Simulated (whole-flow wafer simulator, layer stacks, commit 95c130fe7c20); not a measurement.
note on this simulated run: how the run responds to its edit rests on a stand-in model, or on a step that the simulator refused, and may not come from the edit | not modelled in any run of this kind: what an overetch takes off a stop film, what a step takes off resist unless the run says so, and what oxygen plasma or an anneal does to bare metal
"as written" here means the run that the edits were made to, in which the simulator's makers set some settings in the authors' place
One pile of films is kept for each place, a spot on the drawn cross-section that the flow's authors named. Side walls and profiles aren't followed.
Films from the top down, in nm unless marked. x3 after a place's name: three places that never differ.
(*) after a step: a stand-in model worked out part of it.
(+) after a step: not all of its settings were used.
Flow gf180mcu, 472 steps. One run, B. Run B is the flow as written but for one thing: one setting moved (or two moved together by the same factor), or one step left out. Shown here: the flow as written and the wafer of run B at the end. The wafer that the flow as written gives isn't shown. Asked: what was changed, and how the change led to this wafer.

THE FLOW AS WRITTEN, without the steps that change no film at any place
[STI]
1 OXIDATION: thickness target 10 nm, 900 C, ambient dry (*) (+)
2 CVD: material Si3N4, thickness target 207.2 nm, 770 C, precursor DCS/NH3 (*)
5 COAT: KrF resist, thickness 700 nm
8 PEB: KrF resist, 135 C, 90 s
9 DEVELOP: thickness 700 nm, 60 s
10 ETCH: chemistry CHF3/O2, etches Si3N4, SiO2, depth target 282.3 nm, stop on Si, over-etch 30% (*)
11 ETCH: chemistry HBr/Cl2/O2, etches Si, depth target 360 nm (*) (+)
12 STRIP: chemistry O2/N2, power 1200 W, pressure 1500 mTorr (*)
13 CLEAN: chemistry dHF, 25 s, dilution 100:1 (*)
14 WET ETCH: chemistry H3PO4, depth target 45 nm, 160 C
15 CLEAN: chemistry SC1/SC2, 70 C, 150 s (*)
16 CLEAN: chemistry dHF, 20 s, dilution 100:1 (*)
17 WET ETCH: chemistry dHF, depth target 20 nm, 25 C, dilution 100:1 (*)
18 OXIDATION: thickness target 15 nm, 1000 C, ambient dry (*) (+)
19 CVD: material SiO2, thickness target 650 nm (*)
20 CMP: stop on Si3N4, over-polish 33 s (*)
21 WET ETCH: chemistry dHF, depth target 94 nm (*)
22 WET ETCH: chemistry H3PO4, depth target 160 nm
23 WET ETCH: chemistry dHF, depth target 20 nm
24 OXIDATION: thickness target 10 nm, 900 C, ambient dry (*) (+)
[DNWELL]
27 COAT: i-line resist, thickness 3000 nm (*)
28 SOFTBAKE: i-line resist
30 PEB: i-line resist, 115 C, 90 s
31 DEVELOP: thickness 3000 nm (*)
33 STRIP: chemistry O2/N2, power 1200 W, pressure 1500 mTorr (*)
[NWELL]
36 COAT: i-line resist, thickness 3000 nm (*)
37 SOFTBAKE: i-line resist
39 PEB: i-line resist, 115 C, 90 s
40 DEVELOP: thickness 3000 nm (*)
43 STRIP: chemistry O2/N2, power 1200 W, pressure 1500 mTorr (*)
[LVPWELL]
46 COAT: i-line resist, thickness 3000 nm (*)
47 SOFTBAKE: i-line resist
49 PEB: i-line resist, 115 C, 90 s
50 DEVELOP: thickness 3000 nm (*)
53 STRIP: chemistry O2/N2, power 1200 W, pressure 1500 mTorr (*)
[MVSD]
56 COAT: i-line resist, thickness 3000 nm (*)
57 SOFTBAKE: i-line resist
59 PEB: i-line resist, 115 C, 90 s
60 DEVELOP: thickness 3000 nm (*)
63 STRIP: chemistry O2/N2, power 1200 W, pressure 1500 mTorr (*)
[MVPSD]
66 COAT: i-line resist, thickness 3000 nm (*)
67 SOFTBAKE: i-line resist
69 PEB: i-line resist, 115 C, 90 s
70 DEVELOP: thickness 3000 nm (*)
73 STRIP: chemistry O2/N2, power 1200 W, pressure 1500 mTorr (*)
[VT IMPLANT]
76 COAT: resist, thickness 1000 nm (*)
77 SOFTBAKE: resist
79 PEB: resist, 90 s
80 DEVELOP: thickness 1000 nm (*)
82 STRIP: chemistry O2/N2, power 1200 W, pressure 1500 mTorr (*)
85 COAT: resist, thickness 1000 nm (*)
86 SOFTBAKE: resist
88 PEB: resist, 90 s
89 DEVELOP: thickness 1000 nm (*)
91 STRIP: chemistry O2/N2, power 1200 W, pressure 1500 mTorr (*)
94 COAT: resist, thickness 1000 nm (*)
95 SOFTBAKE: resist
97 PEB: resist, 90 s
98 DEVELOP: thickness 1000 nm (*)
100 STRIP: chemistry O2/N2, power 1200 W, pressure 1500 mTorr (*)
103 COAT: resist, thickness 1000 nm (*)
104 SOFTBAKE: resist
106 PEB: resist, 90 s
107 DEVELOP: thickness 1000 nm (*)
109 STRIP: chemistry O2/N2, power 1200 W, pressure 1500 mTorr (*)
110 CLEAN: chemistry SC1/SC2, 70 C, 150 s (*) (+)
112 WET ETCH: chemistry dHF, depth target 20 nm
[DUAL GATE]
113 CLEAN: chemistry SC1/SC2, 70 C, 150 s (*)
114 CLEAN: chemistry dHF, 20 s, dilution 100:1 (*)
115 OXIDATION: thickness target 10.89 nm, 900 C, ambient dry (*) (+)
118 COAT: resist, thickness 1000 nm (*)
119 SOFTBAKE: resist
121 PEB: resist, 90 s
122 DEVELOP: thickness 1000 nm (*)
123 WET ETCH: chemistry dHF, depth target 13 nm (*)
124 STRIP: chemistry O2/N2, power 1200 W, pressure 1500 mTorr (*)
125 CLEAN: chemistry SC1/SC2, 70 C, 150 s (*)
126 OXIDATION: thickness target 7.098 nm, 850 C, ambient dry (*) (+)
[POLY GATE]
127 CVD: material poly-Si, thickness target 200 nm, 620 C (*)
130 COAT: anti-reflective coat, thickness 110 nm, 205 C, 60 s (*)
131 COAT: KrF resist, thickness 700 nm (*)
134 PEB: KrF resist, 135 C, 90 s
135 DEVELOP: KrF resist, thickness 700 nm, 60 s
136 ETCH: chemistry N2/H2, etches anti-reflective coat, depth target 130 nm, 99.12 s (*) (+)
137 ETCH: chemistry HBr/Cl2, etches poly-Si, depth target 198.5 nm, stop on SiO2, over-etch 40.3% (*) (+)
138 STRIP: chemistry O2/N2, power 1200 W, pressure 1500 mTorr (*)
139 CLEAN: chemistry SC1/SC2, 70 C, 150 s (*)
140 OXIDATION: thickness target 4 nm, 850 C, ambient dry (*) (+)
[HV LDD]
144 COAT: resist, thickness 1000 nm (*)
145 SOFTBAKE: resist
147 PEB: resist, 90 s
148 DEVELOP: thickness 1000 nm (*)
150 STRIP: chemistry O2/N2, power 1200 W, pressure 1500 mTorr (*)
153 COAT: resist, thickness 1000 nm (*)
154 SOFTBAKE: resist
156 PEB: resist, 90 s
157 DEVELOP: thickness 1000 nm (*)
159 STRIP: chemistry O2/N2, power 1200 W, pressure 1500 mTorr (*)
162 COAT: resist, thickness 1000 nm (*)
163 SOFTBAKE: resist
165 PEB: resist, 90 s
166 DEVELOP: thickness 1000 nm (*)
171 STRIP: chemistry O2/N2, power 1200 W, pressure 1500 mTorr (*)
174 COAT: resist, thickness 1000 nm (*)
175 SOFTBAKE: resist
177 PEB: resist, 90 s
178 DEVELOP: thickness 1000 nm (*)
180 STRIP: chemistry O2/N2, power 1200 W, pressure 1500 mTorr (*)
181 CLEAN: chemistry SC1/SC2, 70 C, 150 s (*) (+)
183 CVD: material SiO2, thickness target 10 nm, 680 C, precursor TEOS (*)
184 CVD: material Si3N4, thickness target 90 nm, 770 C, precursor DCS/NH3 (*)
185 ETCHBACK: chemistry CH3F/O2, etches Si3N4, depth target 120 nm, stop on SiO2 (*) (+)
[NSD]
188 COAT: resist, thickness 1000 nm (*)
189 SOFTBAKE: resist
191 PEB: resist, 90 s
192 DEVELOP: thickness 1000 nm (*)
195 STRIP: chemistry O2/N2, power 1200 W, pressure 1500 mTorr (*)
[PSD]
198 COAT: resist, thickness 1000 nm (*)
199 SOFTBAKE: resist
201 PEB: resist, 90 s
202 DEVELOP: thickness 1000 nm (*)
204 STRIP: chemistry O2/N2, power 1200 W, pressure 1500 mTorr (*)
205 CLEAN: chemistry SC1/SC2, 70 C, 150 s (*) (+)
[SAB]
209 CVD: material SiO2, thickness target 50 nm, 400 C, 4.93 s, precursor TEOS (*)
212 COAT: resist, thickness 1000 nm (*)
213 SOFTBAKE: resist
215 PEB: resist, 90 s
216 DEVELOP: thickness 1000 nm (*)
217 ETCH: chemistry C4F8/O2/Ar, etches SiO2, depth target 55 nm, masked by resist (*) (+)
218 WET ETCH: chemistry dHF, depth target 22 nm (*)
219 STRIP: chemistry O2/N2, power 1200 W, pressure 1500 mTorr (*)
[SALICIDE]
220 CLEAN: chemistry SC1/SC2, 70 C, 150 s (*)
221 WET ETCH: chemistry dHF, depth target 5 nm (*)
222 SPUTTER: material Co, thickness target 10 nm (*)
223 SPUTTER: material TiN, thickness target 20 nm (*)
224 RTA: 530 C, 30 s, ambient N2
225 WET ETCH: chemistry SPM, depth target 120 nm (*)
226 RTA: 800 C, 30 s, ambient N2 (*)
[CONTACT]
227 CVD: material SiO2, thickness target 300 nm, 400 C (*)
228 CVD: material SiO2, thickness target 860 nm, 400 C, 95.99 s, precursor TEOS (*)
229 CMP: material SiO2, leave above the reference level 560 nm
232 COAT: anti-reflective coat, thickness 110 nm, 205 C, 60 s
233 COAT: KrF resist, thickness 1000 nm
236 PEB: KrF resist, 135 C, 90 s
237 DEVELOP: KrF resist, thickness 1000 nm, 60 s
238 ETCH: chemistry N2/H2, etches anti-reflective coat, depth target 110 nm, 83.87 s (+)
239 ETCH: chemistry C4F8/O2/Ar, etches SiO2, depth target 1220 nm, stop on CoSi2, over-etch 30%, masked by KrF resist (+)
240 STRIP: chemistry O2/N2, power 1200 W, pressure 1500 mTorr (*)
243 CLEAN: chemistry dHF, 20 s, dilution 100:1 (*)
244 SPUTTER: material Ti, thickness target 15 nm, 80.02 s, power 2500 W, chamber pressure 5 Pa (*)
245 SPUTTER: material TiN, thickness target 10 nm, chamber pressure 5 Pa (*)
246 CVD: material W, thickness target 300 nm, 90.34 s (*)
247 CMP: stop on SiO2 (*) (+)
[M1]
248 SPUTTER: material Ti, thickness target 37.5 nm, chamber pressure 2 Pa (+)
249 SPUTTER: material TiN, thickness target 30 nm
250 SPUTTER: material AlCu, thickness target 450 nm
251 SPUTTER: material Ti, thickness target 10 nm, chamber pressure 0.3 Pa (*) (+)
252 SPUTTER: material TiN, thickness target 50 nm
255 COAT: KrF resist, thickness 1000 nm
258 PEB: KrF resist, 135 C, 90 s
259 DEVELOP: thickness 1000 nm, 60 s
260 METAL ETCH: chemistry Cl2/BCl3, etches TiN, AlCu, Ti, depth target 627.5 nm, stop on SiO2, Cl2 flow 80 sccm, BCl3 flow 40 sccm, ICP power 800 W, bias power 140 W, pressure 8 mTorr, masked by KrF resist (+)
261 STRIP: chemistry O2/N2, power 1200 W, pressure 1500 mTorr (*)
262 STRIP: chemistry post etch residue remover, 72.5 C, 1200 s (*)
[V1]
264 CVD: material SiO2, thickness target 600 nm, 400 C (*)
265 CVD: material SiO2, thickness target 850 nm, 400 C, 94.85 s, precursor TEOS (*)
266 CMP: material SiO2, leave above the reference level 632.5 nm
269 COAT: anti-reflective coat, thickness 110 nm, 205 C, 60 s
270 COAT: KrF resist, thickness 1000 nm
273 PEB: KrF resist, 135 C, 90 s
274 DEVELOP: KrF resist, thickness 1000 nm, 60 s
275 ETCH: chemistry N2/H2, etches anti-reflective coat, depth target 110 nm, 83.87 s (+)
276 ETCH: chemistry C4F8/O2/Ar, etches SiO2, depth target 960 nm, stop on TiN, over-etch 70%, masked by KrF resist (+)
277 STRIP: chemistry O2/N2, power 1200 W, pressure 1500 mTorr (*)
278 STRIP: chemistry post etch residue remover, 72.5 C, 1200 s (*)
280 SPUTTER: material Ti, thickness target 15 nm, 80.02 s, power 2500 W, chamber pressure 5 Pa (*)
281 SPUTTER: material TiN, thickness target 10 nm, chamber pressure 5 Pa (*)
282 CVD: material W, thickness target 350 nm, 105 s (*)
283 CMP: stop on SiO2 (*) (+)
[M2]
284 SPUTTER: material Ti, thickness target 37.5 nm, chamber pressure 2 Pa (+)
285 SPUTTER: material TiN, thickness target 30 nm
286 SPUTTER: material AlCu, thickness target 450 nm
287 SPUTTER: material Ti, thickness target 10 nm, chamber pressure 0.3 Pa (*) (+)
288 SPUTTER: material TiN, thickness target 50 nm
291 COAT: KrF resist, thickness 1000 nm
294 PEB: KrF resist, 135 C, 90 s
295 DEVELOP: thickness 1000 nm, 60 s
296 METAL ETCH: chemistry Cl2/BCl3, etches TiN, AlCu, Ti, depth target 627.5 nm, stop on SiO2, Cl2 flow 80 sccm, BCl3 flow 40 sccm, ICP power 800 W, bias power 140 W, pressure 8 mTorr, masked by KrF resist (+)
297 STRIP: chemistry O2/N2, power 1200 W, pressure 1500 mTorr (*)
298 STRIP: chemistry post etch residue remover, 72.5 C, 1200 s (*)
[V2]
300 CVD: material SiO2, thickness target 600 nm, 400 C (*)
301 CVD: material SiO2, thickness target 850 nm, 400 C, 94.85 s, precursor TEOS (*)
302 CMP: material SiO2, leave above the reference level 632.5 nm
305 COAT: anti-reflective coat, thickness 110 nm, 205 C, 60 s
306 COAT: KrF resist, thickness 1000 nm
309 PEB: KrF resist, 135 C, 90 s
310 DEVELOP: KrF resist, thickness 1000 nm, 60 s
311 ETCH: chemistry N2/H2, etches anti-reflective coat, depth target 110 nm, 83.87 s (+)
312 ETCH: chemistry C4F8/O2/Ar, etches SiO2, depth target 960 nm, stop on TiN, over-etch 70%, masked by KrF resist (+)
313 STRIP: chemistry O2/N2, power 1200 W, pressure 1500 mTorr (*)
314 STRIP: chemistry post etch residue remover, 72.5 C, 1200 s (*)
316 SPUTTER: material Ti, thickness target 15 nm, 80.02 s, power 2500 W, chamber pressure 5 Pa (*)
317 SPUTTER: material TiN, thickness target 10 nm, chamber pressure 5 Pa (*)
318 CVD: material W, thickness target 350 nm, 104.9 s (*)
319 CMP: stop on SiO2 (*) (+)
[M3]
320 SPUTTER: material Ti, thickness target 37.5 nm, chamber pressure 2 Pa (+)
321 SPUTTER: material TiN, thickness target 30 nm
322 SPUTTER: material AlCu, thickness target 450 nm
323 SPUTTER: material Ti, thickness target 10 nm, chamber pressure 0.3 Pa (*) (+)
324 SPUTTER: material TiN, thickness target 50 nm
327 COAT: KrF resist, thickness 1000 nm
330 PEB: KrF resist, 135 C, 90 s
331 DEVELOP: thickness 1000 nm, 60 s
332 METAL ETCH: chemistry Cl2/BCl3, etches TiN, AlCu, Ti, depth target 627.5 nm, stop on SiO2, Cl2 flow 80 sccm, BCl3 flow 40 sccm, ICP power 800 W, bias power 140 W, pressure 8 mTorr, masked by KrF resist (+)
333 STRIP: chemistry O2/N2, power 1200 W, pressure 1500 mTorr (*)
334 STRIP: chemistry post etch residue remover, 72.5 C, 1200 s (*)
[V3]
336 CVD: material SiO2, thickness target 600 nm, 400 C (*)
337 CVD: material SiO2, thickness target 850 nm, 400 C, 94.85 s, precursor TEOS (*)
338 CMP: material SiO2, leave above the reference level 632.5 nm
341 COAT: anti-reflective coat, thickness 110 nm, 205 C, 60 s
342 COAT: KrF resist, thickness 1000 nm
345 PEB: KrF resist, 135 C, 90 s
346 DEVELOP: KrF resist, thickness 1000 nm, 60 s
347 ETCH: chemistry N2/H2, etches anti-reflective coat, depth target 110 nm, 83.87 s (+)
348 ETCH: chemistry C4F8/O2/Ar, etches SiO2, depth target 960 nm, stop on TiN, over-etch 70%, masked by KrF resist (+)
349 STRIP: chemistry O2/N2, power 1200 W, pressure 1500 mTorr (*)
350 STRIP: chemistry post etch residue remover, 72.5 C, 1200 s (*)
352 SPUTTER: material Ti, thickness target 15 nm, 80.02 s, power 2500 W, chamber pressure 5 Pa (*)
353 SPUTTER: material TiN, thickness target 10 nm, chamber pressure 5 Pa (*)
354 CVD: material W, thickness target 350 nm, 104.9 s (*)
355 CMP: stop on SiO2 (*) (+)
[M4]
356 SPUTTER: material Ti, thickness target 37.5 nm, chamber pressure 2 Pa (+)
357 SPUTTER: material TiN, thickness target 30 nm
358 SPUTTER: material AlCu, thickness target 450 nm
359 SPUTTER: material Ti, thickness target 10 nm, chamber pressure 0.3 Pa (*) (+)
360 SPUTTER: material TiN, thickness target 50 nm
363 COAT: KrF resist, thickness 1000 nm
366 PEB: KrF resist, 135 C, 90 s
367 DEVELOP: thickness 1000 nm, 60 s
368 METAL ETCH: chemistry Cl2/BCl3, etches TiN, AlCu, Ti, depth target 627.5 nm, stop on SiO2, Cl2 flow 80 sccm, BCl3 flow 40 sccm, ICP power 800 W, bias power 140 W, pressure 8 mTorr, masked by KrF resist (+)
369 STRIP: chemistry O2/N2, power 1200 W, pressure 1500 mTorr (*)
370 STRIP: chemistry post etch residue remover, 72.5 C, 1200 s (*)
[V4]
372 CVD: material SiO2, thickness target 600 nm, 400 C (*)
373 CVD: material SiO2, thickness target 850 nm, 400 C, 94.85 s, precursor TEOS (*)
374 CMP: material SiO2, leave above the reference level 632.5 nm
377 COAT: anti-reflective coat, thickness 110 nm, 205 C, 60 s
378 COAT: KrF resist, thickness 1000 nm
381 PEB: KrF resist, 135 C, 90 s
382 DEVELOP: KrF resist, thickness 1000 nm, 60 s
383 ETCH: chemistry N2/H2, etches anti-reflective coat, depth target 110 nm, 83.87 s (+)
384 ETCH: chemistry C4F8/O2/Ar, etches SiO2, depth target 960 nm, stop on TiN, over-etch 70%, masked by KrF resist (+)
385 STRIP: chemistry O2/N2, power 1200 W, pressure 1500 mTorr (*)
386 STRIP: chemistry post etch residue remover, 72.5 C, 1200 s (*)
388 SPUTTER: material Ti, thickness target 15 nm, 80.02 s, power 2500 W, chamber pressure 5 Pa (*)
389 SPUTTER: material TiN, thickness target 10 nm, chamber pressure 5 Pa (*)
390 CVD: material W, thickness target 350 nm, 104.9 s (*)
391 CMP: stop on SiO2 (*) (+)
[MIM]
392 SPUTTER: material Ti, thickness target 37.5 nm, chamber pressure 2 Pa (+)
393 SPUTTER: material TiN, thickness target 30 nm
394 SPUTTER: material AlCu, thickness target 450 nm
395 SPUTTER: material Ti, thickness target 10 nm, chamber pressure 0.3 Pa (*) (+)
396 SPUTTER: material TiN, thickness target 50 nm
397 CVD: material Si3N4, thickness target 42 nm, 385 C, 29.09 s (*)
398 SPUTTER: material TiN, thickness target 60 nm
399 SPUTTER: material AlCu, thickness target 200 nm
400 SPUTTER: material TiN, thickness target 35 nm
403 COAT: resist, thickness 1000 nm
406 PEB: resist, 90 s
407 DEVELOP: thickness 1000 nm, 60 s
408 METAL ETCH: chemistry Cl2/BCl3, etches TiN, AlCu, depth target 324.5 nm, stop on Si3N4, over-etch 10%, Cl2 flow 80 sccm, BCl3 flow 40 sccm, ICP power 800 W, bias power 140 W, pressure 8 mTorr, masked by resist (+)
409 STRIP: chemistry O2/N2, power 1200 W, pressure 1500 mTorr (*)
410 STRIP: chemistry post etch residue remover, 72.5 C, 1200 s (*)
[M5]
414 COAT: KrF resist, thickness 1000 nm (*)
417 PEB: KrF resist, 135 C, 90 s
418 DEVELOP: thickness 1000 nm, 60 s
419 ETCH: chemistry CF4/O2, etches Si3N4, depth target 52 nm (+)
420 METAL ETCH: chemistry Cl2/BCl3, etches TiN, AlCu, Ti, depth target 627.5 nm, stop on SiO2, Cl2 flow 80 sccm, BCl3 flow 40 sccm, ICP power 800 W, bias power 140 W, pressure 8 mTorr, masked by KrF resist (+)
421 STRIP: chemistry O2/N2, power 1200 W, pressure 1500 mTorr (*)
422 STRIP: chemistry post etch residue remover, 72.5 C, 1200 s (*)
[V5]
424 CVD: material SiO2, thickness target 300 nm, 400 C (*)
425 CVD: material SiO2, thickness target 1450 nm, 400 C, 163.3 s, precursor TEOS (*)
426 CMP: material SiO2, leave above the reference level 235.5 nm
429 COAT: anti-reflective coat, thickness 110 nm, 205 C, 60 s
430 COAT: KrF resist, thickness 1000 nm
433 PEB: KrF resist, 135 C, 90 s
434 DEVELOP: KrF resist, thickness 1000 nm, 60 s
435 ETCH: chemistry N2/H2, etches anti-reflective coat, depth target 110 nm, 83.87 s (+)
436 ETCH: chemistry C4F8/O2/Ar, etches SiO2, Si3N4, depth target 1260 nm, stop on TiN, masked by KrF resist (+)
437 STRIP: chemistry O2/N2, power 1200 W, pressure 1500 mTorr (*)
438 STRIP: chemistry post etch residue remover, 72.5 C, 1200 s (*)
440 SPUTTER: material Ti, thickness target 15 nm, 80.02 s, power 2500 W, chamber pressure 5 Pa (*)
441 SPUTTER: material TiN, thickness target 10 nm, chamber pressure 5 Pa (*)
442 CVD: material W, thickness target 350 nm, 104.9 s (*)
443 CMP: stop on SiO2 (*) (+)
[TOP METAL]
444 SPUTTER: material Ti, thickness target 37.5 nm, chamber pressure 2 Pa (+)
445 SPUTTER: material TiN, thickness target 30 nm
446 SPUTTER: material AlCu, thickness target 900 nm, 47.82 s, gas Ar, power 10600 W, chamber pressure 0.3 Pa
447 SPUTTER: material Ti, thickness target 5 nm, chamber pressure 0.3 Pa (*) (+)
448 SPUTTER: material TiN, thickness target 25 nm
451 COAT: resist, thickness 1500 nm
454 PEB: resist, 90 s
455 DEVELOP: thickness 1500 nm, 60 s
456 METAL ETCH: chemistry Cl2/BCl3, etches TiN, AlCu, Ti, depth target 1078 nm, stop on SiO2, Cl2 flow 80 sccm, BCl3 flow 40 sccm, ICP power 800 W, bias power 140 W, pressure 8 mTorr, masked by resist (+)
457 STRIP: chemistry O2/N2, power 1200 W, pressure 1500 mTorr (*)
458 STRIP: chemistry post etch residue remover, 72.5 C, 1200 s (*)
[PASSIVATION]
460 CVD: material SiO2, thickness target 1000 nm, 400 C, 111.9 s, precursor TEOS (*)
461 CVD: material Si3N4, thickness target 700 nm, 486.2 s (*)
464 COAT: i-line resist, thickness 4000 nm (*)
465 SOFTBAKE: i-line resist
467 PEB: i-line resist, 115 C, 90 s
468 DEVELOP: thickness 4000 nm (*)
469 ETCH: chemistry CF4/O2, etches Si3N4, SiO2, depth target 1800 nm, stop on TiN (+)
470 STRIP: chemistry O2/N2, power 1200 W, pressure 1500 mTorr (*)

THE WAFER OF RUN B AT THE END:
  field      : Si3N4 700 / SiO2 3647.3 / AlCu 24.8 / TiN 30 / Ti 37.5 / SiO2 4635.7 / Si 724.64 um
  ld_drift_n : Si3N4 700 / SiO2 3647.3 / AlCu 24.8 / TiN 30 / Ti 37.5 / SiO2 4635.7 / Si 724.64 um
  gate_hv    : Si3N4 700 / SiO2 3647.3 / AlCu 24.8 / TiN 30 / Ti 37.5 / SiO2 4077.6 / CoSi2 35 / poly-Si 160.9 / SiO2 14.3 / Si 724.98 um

The cause: step 358, SPUTTER: thickness target 598 nm was run, where the flow has thickness target 450 nm.

How the change led to this, step by step:
  358 SPUTTER: material AlCu, thickness target 450 nm
      field, field__w1, field__w2 and 108 more: AlCu +598 (new film) (as written it would be: AlCu +450 (new film))
  368 METAL ETCH: chemistry Cl2/BCl3, etches TiN, AlCu, Ti, depth target 627.5 nm, stop on SiO2, Cl2 flow 80 sccm, BCl3 flow 40 sccm, ICP power 800 W, bias power 140 W, pressure 8 mTorr, masked by KrF resist (+)
      field, field__w1, field__w2 and 103 more: TiN -50 (all of it), Ti -10 (all of it), AlCu -567.5 (as written it would be: TiN -50 (all of it), Ti -10 (all of it), AlCu -450 (all of it), TiN -30 (all of it), Ti -37.5 (all of it))
  370 STRIP: chemistry post etch residue remover, 72.5 C, 1200 s (*)
      field, field__w1, field__w2 and 103 more: AlCu -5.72 (as written it would be: nothing)
  372 CVD: material SiO2, thickness target 600 nm, 400 C (*)
      field, field__w1, field__w2 and 103 more: SiO2 +600 (new film) (as written it would be: SiO2 +600)
  374 CMP: material SiO2, leave above the reference level 632.5 nm
      field, field__w1, field__w2 and 103 more: SiO2 -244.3 (as written it would be: SiO2 -300)
Counting metal films that touch as one body, field has 1 body; the flow as written gives 0 bodies.
Counting metal films that touch as one body, ld_drift_n has 1 body; the flow as written gives 0 bodies.
Counting metal films that touch as one body, gate_hv has 2 bodies (between them, from the top down: SiO2 4077.6); the flow as written gives 1 body.
